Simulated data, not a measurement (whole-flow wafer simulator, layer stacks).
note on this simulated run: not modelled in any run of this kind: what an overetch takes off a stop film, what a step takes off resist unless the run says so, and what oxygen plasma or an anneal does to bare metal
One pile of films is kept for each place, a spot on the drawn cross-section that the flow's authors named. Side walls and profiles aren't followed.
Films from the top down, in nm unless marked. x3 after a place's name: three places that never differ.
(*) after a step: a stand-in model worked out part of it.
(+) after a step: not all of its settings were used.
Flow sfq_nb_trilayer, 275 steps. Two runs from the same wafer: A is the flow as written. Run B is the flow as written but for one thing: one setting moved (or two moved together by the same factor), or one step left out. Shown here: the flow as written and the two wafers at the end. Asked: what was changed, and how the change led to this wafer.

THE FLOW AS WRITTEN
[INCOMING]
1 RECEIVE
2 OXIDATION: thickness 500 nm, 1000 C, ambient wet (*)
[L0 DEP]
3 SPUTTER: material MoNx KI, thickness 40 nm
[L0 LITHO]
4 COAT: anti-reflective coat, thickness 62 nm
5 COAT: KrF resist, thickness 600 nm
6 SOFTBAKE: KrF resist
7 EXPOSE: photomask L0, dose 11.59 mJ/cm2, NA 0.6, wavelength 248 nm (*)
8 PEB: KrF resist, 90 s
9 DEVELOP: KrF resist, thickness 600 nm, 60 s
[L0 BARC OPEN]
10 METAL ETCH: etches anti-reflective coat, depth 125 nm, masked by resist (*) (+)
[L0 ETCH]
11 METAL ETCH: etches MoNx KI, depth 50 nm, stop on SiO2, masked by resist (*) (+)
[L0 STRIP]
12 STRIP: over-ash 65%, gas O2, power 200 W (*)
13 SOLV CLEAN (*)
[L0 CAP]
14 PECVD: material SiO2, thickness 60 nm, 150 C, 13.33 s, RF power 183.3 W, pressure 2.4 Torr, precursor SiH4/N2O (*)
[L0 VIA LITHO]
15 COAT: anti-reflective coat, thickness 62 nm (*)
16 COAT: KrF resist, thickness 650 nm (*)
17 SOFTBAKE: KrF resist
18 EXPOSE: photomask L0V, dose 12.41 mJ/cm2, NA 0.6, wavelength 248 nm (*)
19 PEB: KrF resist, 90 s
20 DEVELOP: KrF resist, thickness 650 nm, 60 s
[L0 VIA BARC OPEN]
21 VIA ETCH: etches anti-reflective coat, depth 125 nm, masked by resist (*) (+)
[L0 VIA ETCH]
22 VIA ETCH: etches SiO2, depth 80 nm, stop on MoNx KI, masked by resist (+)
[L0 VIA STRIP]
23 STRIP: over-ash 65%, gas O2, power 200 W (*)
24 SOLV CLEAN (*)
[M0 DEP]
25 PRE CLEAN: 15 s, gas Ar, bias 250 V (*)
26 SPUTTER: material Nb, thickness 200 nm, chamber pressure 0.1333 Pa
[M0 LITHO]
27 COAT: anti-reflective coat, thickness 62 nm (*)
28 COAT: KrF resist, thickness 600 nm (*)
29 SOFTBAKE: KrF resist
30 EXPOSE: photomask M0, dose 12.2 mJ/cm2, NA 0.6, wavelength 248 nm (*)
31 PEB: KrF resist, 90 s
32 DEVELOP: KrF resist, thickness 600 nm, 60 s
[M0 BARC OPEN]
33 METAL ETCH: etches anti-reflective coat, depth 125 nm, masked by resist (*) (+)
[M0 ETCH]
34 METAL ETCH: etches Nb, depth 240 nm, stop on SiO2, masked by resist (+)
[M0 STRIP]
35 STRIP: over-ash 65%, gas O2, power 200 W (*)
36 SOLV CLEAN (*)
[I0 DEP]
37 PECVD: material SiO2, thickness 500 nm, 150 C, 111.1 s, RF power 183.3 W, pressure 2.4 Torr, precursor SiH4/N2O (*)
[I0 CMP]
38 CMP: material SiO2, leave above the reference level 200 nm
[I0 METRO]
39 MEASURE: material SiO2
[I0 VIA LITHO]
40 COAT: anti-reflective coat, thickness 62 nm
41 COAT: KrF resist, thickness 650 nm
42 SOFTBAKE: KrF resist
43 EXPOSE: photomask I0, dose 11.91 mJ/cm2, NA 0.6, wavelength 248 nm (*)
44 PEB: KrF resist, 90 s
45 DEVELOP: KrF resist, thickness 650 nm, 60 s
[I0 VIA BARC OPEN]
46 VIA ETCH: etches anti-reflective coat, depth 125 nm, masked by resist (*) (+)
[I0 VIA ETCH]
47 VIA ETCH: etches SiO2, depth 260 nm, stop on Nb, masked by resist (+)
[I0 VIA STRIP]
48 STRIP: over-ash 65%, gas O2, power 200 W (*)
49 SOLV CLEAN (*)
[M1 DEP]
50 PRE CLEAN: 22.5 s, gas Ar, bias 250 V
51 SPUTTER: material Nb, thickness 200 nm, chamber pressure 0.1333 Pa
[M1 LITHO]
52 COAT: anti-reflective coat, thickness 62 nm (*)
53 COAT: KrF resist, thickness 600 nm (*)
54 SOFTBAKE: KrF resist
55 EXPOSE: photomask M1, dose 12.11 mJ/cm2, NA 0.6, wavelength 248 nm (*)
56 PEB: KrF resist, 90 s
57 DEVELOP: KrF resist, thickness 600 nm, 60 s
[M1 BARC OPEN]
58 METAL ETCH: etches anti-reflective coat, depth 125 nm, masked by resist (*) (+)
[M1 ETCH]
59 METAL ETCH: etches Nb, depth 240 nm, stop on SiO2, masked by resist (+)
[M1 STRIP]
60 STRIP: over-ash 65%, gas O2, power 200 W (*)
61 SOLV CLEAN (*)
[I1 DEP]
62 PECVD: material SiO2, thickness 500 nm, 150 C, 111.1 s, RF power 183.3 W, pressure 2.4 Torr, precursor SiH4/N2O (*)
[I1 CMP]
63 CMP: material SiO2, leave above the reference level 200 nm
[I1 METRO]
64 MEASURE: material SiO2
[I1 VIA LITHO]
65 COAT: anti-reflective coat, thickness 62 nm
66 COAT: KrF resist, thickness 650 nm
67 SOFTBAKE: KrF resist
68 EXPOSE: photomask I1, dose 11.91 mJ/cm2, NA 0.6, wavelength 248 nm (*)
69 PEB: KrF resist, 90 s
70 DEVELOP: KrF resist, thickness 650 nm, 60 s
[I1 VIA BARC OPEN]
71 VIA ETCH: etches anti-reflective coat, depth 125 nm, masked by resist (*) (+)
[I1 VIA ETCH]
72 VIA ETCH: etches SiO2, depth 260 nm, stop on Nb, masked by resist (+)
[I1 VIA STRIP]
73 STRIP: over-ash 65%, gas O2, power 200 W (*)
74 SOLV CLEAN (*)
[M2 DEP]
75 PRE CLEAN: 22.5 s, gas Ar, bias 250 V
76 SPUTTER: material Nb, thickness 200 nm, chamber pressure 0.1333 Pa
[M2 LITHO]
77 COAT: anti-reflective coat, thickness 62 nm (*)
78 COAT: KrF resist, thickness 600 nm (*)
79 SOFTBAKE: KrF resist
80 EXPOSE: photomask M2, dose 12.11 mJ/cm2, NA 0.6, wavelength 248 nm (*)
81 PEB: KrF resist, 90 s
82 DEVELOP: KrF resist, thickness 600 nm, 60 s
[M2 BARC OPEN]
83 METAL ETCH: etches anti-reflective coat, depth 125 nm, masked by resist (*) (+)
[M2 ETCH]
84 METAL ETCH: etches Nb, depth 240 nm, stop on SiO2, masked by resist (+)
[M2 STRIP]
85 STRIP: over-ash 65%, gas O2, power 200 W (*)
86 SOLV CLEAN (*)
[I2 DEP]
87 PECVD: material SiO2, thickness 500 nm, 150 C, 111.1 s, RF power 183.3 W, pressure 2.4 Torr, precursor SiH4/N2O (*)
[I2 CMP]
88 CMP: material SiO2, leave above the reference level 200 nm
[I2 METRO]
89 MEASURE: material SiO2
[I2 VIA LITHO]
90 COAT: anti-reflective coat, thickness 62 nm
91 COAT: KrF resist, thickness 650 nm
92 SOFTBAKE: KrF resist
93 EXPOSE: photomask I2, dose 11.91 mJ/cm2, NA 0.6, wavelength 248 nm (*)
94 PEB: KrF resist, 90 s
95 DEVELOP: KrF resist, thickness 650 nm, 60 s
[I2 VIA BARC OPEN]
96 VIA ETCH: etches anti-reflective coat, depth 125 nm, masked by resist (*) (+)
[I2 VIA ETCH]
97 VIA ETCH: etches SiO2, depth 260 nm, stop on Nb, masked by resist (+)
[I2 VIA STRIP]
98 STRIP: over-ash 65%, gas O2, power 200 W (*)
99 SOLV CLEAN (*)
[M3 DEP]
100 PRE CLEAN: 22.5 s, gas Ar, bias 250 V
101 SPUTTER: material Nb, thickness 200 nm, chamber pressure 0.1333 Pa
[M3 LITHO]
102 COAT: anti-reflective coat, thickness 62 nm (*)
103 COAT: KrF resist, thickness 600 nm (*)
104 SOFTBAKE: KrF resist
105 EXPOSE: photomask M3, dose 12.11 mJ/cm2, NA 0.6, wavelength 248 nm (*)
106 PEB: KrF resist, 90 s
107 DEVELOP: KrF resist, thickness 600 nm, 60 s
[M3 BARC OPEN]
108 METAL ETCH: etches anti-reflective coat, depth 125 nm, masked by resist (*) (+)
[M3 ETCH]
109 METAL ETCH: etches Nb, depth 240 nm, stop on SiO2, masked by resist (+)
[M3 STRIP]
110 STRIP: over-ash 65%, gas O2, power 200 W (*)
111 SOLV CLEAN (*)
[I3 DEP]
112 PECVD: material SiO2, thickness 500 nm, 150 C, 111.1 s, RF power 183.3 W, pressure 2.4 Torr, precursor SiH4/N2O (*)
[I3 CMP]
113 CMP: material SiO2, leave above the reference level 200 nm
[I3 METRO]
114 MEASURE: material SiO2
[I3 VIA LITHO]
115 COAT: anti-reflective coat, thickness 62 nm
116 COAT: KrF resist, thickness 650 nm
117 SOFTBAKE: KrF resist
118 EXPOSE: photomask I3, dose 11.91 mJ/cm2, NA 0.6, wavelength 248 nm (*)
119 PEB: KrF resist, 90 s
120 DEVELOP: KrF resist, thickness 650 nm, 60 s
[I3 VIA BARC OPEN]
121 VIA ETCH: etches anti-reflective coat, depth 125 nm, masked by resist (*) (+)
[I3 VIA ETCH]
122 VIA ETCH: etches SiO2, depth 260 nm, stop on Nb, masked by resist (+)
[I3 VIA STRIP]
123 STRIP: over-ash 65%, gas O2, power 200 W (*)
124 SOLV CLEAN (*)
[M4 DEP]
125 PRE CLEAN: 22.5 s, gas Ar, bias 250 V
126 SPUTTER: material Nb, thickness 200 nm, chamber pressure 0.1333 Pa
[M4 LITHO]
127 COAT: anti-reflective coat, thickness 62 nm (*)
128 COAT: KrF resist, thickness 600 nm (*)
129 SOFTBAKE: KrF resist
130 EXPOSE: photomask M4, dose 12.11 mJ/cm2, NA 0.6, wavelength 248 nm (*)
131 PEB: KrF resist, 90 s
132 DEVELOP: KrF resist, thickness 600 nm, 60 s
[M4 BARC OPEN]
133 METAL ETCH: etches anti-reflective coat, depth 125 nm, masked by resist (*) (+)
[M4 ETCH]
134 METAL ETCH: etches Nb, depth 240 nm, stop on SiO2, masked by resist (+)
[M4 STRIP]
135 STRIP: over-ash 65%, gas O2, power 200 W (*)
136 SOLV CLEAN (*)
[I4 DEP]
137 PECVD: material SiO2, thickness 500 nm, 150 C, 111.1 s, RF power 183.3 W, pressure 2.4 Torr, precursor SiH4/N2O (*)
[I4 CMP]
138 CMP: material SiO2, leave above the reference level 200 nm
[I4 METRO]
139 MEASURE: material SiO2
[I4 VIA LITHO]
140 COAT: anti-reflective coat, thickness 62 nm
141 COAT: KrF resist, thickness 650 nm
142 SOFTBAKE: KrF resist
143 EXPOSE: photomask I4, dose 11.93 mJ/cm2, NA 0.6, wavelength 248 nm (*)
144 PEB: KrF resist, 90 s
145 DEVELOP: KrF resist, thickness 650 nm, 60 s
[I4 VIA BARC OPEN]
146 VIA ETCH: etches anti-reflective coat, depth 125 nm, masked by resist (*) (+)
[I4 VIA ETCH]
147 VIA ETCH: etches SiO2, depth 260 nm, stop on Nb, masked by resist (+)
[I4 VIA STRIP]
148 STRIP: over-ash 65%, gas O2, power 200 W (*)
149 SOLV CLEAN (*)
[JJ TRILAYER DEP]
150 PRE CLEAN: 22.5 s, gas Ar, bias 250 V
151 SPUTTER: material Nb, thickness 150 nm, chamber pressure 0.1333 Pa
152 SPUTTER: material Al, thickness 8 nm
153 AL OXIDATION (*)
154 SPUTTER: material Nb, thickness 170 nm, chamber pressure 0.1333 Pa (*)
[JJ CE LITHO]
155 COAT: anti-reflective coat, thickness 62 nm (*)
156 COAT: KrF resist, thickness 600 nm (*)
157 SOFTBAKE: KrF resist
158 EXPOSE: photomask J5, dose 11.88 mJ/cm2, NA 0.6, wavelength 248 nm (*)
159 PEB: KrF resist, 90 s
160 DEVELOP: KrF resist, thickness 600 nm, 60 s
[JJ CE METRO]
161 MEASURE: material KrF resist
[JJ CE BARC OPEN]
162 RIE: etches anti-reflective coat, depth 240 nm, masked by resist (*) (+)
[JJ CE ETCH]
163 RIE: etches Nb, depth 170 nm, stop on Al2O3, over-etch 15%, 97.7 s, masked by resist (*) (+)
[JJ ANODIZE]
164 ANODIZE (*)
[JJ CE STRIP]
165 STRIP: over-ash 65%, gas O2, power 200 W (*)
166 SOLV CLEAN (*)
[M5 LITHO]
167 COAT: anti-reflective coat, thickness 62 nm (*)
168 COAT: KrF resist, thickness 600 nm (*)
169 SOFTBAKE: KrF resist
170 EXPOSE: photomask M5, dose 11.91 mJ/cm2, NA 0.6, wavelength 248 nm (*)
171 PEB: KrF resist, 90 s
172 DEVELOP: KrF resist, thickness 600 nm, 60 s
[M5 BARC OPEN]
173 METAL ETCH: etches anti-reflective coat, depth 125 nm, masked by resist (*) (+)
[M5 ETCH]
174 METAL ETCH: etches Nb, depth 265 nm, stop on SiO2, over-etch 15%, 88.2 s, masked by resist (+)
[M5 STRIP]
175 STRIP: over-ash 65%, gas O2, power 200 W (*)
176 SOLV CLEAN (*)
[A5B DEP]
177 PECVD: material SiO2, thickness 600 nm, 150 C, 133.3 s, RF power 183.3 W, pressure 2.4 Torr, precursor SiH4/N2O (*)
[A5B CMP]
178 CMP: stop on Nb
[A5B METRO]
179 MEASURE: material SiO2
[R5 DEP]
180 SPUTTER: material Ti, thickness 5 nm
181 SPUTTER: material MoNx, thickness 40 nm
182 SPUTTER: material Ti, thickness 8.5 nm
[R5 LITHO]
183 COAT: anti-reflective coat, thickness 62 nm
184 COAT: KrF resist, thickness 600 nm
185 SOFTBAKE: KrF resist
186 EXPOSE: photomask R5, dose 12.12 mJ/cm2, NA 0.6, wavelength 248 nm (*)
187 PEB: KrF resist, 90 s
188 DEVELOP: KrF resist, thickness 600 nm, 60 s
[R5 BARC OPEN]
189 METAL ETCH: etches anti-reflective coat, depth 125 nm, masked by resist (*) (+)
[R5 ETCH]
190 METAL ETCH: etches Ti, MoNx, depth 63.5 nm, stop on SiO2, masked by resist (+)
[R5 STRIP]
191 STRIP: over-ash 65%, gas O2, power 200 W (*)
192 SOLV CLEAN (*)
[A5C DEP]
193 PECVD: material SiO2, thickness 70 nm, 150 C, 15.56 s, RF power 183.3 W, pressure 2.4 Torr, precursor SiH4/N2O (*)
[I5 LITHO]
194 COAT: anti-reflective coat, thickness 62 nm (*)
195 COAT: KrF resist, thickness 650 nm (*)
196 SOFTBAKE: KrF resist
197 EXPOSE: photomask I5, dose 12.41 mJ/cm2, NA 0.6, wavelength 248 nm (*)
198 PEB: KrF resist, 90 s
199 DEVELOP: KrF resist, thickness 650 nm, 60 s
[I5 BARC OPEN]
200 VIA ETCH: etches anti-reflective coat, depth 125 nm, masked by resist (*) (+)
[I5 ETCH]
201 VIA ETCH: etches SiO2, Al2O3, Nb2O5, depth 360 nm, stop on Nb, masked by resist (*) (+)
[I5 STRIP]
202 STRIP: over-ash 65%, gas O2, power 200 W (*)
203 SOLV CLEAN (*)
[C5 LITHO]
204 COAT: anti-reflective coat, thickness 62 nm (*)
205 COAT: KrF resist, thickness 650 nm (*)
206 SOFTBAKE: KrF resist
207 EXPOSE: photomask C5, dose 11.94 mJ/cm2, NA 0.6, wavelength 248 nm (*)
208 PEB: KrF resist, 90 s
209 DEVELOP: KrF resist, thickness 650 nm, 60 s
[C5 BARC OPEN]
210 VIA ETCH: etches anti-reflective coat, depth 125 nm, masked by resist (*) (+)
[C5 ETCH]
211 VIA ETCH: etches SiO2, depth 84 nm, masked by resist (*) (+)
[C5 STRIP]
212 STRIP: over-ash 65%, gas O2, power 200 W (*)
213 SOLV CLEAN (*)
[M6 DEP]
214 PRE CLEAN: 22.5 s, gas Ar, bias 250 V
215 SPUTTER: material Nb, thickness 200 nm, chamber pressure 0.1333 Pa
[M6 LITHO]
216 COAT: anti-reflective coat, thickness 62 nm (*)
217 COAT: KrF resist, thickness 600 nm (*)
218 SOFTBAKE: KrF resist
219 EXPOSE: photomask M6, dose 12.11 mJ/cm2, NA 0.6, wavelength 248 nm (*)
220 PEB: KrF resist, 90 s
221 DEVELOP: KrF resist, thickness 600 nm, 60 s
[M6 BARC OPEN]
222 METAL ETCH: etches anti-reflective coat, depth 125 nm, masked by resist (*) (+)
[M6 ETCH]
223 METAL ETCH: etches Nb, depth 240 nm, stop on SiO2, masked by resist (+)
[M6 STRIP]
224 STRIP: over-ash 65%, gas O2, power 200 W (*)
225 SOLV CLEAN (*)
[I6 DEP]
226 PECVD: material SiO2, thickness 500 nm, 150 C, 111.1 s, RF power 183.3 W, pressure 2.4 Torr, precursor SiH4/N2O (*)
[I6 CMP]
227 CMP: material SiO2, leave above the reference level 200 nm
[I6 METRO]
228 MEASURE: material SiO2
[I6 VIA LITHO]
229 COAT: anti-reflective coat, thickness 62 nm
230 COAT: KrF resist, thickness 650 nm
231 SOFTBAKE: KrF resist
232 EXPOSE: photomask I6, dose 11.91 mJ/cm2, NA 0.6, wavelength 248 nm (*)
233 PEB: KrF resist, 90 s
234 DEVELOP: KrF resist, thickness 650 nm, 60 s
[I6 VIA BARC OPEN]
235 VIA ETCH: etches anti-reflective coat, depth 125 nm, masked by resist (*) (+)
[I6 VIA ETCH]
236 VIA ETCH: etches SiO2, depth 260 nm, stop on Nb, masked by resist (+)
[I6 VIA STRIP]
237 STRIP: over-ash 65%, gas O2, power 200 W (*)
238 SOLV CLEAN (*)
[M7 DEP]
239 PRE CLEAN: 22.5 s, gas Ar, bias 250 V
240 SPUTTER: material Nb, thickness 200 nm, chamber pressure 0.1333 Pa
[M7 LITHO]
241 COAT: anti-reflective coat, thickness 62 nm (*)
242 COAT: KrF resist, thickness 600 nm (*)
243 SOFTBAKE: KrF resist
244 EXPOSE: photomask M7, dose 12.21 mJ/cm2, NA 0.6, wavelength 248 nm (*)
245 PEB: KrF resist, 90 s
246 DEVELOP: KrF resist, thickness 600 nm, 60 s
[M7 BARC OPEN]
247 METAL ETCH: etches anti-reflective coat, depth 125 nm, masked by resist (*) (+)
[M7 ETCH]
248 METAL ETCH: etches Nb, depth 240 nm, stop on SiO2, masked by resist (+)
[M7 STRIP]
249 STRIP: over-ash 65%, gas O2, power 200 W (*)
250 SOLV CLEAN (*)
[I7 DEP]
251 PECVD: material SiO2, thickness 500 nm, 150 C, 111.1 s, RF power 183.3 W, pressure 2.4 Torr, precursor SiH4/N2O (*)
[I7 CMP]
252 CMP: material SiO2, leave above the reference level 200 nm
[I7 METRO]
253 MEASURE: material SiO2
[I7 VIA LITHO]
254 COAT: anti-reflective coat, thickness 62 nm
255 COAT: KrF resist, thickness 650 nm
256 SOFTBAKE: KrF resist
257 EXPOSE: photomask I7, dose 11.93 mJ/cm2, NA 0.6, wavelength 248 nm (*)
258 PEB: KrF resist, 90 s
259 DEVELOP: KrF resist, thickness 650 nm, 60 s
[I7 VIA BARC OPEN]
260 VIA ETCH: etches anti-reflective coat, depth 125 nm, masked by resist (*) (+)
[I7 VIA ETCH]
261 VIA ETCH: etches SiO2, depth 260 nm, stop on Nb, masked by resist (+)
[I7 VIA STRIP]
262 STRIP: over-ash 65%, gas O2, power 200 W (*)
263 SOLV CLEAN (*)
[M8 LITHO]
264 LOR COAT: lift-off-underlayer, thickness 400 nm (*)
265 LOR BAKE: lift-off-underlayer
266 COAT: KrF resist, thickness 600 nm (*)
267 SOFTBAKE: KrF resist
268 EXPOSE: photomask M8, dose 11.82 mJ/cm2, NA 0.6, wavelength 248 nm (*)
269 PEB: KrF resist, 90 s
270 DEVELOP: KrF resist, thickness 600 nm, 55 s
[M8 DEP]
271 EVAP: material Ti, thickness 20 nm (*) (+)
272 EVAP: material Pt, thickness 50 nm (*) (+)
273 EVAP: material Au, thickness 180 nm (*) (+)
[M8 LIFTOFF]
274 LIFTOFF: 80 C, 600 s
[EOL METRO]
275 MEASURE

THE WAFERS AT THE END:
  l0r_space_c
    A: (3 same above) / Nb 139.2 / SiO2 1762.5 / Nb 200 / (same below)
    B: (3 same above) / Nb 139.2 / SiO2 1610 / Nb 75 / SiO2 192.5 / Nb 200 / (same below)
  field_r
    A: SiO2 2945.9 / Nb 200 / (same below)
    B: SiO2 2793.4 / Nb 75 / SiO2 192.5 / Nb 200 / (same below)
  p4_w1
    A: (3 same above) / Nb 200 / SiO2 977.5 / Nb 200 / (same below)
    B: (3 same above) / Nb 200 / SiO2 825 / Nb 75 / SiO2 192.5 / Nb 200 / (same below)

The cause: step 51, SPUTTER: thickness 315 nm was run, where the flow has thickness 200 nm.

How the change led to this, step by step:
  51 SPUTTER: material Nb, thickness 200 nm, chamber pressure 0.1333 Pa
      field_l, v_sur, via_wl and 102 more: A Nb +200 (new film) | B Nb +315 (new film)
      via_w: A Nb +174.5 | B Nb +276.8
  52 COAT: anti-reflective coat, thickness 62 nm (*)
      via_wr: A anti-reflective coat +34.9 (new film) | B anti-reflective coat +34.1 (new film)
  59 METAL ETCH: etches Nb, depth 240 nm, stop on SiO2, masked by resist (+)
      field_l, be, be_sur and 79 more: A Nb -200 (all of it) | B Nb -240
  60 STRIP: over-ash 65%, gas O2, power 200 W (*)
      via_wr: A KrF resist -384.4 (all of it), anti-reflective coat -34.9 (all of it) | B KrF resist -383.9 (all of it), anti-reflective coat -34.1 (all of it)
  62 PECVD: material SiO2, thickness 500 nm, 150 C, 111.1 s, RF power 183.3 W, pressure 2.4 Torr, precursor SiH4/N2O (*)
      field_l, be, be_sur and 72 more: A SiO2 +500 | B SiO2 +500 (new film)
      lsp_m, ln_m6, lsp_r, l0_sur, l0v: A SiO2 +494.9 | B SiO2 +493.9 (new film)
      (and at 2 more places)
  63 CMP: material SiO2, leave above the reference level 200 nm
      field_l, be, be_sur and 72 more: A SiO2 -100 | B SiO2 -60
      lsp_m, ln_m6, lsp_r, l0_sur, l0v: A SiO2 -94.9 | B SiO2 -53.9
      (and at 1 more place)
Counting metal films that touch as one body, l0r_space_c has 3 bodies (between them, from the top down: SiO2 1610; SiO2 192.5); the flow as written gives 2 bodies (between them, from the top down: SiO2 1762.5).
Counting metal films that touch as one body, field_r has 2 bodies (between them, from the top down: SiO2 192.5); the flow as written gives 1 body.
Counting metal films that touch as one body, p4_w1 has 4 bodies (between them, from the top down: SiO2 192.5; SiO2 825; SiO2 192.5); the flow as written gives 3 bodies (between them, from the top down: SiO2 192.5; SiO2 977.5).
